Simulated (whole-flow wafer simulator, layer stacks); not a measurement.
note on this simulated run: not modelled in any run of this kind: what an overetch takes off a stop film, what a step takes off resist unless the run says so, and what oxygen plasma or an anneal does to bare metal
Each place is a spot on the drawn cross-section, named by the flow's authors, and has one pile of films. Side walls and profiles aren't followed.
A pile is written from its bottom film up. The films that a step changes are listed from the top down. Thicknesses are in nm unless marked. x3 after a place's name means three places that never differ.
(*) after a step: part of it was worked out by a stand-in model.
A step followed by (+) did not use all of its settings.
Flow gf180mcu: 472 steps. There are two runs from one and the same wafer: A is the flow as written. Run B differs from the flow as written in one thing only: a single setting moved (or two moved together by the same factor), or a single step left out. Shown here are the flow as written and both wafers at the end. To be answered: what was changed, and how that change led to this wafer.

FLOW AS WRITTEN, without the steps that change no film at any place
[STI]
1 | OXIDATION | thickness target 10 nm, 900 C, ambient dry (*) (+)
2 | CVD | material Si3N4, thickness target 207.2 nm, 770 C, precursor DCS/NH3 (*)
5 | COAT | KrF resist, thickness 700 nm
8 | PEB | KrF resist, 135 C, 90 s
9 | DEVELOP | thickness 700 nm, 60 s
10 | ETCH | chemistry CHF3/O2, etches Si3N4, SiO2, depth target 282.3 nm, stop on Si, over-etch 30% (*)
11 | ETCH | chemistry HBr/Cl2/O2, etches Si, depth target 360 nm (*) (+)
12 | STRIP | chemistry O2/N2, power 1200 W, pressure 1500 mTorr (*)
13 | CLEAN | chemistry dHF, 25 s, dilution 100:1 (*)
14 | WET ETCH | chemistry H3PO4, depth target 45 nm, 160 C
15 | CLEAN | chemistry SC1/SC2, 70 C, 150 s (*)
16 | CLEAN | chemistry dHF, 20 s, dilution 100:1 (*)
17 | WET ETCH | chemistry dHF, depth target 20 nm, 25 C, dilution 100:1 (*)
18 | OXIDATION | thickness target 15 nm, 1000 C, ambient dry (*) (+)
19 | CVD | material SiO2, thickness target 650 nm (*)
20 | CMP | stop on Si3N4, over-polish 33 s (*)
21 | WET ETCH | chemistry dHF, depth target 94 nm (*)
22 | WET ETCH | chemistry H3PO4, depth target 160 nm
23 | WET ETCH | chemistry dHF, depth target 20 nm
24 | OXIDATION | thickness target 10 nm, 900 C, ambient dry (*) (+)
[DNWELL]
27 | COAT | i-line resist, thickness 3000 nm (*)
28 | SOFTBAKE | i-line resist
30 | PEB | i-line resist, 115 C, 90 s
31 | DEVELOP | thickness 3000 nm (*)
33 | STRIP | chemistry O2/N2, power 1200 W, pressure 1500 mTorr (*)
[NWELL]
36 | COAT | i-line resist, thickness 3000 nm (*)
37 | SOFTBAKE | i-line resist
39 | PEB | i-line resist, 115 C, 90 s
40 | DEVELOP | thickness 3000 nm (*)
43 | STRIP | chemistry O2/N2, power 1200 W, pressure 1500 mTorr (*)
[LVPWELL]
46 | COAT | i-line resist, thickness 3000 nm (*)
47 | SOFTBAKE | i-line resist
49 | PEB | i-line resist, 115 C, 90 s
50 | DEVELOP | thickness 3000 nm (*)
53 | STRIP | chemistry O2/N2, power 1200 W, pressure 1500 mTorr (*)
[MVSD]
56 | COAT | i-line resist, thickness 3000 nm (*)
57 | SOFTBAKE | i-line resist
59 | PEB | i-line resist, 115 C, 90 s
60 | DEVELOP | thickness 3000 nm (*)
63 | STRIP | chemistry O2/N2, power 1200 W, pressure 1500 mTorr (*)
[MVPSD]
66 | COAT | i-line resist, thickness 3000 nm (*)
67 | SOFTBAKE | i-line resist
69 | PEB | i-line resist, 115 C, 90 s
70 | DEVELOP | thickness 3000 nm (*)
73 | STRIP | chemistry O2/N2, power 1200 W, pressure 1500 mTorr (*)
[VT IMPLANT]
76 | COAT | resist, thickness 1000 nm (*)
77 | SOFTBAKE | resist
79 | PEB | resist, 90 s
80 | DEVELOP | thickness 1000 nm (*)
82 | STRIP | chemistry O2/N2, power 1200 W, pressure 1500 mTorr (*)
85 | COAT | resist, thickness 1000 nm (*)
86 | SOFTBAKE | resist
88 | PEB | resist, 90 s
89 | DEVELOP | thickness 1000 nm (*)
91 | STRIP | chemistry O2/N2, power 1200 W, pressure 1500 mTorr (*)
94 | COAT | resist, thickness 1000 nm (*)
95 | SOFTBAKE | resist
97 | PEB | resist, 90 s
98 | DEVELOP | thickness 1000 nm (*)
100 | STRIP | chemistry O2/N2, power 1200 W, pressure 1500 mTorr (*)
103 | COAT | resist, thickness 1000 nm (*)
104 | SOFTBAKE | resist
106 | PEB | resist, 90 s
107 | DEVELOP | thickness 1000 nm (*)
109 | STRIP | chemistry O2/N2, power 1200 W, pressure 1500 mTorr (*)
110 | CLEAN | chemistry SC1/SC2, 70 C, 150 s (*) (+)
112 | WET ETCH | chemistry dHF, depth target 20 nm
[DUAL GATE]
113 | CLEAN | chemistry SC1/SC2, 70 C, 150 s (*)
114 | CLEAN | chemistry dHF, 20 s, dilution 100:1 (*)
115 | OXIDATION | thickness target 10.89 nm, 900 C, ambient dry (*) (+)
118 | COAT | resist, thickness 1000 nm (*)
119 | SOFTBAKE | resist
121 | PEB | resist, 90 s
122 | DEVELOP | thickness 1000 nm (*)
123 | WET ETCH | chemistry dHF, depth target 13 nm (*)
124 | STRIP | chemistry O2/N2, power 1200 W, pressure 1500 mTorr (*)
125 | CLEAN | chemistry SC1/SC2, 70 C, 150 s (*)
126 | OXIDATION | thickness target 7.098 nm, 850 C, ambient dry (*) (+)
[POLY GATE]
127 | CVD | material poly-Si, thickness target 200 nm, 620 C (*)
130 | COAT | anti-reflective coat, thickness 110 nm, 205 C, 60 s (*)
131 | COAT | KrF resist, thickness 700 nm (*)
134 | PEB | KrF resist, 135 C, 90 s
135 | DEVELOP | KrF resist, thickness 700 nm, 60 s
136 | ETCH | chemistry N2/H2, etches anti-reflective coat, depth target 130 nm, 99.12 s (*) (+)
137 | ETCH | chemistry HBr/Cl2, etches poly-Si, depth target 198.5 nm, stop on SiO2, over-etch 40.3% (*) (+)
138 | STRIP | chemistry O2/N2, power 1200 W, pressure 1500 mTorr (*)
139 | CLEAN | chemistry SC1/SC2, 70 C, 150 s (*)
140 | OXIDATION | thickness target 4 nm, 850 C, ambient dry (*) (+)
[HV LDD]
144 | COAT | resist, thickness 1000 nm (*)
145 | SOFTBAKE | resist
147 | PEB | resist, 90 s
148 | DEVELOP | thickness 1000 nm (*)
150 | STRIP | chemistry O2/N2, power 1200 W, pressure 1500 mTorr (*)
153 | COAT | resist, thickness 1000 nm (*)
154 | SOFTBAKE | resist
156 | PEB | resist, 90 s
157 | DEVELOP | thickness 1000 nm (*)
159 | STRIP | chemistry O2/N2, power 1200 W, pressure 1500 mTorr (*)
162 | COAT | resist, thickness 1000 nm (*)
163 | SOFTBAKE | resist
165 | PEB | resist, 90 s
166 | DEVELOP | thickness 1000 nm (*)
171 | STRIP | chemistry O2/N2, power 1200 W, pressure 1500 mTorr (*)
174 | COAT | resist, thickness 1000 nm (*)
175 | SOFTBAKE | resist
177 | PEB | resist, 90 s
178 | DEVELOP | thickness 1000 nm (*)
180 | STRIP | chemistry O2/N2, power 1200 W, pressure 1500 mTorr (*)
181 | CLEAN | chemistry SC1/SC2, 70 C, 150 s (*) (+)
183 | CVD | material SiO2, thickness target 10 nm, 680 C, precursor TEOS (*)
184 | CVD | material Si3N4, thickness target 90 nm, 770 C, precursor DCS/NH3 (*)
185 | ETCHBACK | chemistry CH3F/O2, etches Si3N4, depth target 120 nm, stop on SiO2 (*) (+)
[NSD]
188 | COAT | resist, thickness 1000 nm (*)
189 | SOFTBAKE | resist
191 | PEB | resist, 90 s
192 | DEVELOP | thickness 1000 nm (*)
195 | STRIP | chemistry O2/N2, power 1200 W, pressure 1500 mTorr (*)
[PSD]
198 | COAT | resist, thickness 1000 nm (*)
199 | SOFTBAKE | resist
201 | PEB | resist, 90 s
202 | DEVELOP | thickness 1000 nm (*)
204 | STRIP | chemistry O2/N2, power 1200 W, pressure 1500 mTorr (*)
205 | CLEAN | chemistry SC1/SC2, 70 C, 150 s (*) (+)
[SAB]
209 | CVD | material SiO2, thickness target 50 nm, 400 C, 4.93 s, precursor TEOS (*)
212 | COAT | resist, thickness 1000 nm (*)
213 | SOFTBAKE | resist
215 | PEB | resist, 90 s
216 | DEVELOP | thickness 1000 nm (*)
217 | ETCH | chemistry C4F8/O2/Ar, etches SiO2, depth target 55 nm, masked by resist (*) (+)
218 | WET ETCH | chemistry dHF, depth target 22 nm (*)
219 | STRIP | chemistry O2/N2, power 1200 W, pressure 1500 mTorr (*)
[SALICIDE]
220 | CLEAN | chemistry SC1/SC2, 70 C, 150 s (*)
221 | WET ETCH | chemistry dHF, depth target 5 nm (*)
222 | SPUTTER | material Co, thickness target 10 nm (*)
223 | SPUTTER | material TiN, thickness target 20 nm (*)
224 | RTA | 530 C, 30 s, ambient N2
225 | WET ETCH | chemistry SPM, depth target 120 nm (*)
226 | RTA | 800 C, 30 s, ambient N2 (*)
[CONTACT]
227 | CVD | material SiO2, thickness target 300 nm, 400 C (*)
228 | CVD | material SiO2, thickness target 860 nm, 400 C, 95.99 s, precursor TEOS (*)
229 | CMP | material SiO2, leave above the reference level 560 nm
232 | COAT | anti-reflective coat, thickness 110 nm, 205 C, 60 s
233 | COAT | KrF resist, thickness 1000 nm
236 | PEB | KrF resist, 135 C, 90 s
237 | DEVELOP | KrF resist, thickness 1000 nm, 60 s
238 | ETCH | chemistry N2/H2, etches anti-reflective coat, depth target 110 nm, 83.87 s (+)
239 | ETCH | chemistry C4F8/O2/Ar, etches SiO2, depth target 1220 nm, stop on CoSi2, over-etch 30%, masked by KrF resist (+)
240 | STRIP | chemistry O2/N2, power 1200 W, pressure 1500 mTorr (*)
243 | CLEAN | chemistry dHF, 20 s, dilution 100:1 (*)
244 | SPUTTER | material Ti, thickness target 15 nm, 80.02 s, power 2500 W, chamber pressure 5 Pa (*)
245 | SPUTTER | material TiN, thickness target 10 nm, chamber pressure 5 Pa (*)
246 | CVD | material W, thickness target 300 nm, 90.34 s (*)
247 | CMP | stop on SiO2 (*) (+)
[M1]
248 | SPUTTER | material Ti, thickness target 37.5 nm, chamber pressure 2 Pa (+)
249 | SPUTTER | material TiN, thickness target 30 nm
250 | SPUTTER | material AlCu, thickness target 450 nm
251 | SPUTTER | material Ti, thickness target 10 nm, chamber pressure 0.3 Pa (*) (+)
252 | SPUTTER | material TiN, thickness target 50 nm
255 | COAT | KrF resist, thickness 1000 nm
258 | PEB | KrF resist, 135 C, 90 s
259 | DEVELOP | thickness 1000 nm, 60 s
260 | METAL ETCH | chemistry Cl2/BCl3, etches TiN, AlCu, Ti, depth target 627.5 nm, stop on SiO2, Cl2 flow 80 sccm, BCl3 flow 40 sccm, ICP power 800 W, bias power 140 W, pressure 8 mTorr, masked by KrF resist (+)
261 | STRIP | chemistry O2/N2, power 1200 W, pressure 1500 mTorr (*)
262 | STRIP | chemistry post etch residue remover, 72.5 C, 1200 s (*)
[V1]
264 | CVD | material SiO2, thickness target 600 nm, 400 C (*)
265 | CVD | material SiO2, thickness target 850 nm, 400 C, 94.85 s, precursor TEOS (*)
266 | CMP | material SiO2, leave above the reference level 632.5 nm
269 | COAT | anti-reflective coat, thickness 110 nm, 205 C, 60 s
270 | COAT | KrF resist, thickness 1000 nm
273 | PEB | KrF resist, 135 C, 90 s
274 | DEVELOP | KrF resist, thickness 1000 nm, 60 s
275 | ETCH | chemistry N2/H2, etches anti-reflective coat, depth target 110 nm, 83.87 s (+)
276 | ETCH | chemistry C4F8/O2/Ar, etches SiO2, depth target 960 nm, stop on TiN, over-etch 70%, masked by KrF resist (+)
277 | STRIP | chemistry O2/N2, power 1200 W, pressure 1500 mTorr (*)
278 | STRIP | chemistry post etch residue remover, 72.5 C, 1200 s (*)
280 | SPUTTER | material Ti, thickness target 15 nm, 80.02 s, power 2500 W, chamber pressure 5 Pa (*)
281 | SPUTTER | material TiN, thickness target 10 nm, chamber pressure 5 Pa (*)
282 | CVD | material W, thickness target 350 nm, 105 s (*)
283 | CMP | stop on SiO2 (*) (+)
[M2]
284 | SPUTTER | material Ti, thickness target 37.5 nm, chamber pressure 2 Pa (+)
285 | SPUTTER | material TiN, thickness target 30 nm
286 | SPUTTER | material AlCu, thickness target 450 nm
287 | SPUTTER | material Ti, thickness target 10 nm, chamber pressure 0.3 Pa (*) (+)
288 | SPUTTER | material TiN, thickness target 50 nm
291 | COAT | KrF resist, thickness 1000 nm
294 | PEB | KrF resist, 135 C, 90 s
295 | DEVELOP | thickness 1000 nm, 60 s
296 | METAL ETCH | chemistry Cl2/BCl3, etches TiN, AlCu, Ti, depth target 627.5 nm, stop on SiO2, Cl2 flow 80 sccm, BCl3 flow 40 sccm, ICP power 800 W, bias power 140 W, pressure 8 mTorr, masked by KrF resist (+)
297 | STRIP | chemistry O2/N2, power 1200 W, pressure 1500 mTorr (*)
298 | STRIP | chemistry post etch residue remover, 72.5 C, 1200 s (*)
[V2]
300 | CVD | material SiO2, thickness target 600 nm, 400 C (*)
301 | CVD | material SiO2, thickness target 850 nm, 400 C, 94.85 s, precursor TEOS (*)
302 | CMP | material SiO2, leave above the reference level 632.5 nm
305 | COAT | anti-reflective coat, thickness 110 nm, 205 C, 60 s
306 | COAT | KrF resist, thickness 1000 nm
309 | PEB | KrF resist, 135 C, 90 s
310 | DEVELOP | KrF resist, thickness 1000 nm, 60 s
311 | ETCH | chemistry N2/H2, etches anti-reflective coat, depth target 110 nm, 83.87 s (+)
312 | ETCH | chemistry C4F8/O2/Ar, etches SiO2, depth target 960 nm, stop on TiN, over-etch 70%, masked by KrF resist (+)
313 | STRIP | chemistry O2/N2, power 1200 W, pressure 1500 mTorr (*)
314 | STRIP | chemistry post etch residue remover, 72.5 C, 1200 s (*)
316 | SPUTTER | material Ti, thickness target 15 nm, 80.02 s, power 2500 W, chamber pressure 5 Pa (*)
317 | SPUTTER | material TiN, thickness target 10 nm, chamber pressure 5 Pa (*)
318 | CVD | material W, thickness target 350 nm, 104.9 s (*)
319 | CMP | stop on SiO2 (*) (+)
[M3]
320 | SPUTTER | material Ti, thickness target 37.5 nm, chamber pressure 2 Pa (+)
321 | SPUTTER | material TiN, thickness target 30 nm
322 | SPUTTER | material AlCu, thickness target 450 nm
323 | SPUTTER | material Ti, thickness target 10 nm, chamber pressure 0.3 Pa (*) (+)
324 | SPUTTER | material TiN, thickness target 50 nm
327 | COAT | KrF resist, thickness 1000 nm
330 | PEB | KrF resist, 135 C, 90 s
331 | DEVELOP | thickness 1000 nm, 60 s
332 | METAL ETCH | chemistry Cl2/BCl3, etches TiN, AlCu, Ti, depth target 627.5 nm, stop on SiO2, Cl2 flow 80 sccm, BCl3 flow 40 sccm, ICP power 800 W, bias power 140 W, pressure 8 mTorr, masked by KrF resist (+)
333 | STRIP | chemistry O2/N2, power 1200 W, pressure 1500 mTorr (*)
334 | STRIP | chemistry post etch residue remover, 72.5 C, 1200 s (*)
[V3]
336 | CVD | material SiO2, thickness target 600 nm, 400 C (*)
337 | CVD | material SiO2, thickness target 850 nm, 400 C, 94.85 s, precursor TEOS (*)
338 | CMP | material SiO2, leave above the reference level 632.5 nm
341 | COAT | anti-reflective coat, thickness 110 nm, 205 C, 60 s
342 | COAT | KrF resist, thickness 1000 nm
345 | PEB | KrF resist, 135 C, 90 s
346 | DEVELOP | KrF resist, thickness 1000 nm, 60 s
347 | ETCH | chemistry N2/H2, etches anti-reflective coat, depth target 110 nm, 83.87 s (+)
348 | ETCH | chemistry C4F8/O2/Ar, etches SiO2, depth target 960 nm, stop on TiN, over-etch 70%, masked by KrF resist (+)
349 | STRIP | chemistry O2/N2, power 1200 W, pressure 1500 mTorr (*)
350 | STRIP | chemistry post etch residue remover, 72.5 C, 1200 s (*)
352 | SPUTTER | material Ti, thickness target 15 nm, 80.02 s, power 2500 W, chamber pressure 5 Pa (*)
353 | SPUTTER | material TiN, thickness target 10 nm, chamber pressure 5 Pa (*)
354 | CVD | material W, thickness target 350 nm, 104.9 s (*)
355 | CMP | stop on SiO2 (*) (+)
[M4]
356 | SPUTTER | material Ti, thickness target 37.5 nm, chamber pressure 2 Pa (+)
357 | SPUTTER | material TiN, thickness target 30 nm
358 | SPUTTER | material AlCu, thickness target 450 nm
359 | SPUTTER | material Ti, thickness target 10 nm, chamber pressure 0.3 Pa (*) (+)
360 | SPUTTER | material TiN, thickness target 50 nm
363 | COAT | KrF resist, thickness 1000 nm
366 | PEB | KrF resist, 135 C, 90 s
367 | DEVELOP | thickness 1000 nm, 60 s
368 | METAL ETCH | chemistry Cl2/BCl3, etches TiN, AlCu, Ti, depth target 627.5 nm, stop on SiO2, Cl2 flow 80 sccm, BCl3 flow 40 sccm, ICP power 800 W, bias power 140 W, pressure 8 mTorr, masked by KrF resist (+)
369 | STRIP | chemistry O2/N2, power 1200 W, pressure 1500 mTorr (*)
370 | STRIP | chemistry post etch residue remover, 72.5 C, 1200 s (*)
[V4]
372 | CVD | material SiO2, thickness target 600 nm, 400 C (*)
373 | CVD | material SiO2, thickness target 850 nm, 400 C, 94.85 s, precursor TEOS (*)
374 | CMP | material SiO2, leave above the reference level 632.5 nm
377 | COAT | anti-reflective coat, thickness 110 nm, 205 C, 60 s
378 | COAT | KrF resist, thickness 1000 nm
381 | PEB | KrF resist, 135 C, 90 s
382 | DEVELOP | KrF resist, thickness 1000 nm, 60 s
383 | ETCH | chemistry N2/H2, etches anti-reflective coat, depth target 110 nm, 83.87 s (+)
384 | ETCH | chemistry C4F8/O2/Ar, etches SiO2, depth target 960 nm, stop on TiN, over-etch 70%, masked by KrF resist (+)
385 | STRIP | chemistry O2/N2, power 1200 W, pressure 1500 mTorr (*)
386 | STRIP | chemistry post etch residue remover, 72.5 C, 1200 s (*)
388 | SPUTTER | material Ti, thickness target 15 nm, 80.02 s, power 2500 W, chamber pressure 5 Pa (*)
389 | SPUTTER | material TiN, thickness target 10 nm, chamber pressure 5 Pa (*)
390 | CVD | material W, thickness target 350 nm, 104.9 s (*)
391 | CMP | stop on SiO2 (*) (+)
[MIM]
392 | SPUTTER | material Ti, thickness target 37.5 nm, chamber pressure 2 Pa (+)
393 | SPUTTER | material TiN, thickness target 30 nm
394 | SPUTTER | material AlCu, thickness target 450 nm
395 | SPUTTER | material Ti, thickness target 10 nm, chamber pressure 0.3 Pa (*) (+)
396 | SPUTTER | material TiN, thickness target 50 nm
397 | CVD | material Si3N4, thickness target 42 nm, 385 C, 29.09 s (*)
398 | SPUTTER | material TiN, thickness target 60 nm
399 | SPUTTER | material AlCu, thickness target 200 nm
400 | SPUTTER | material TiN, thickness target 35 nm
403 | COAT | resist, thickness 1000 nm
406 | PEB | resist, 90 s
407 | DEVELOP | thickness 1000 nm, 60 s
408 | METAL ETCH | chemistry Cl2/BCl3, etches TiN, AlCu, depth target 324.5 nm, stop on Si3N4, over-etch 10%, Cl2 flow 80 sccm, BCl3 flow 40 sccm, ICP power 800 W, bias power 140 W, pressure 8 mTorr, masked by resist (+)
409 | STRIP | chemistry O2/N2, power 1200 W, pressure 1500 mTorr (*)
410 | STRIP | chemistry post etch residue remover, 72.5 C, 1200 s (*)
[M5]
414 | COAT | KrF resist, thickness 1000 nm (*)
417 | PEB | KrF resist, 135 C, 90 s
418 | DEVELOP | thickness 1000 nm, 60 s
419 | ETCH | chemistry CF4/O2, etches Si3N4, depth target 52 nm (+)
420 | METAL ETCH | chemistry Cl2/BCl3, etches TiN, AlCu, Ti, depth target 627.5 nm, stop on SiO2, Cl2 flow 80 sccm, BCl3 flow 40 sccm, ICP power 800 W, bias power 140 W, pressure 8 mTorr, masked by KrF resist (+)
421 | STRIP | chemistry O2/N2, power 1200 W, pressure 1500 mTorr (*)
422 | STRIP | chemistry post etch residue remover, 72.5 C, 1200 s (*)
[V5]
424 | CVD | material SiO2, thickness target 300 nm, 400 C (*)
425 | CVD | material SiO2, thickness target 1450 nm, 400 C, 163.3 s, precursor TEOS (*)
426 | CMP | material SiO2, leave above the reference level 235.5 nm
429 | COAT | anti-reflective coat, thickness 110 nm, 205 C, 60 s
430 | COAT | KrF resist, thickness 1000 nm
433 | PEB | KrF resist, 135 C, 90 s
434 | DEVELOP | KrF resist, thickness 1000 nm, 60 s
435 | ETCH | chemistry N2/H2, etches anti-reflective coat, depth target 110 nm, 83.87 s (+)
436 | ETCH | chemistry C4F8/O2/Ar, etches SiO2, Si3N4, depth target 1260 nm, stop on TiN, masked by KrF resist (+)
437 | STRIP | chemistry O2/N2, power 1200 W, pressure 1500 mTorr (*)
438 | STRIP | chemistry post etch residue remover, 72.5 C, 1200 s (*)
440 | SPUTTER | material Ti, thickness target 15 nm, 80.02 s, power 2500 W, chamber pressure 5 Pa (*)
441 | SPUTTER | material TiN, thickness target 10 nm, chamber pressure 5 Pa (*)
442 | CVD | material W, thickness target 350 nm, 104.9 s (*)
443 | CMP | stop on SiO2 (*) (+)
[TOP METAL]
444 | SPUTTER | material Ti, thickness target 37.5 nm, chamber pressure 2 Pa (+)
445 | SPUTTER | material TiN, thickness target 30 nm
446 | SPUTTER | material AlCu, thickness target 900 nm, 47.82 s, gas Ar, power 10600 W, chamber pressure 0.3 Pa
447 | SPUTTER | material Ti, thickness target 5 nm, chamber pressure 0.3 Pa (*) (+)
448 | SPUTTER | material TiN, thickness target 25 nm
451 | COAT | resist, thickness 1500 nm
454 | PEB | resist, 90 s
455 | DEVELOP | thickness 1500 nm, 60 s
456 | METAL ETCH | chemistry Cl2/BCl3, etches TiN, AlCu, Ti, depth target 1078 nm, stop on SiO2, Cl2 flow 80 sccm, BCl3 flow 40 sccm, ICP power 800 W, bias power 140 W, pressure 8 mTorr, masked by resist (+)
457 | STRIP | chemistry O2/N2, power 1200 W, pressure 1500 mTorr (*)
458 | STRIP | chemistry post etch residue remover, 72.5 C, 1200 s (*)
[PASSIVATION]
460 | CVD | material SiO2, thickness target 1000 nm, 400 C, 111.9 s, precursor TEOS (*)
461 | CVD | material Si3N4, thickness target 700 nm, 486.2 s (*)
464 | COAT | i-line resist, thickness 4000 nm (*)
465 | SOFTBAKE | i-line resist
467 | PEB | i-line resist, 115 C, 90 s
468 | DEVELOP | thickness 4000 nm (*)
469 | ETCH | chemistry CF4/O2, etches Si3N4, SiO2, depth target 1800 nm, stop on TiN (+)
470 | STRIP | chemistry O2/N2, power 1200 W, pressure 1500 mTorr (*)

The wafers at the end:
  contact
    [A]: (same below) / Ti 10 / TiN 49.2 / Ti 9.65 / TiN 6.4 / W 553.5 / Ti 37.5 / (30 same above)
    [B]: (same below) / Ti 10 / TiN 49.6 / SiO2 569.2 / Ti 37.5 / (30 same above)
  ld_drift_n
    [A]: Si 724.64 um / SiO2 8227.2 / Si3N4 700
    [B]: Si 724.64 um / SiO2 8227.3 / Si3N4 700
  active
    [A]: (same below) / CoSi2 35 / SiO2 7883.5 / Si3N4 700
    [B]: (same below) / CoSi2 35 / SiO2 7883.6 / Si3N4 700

Cause: step 312, ETCH: chemistry C4F8/O2/Ar, etches SiO2, depth target 960 nm, stop on TiN, over-etch 70%, masked by KrF resist (+), was omitted.

How this came from the change, step by step:
  313 | STRIP | chemistry O2/N2, power 1200 W, pressure 1500 mTorr (*)
      field, field__w1, field__w2 and 107 more: A KrF resist loses 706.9 (all of it), anti-reflective coat loses 110 (all of it) | B KrF resist loses 898.9 (all of it), anti-reflective coat loses 110 (all of it)
  316 | SPUTTER | material Ti, thickness target 15 nm, 80.02 s, power 2500 W, chamber pressure 5 Pa (*)
      contact: A Ti gains 9.65 (new film) | B Ti gains 15 (new film)
  317 | SPUTTER | material TiN, thickness target 10 nm, chamber pressure 5 Pa (*)
      contact: A TiN gains 6.4 (new film) | B TiN gains 10 (new film)
  318 | CVD | material W, thickness target 350 nm, 104.9 s (*)
      contact: A W gains 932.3 (new film) | B W gains 350 (new film)
  319 | CMP | stop on SiO2 (*) (+)
      contact: A W loses 378.8 | B W loses 350 (all of it), TiN loses 10 (all of it), Ti loses 15 (all of it), SiO2 loses 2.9
With metal films that touch counted as one body, contact has 2 bodies (between them, from the top down: SiO2 569.2); the flow as written gives 1 body.
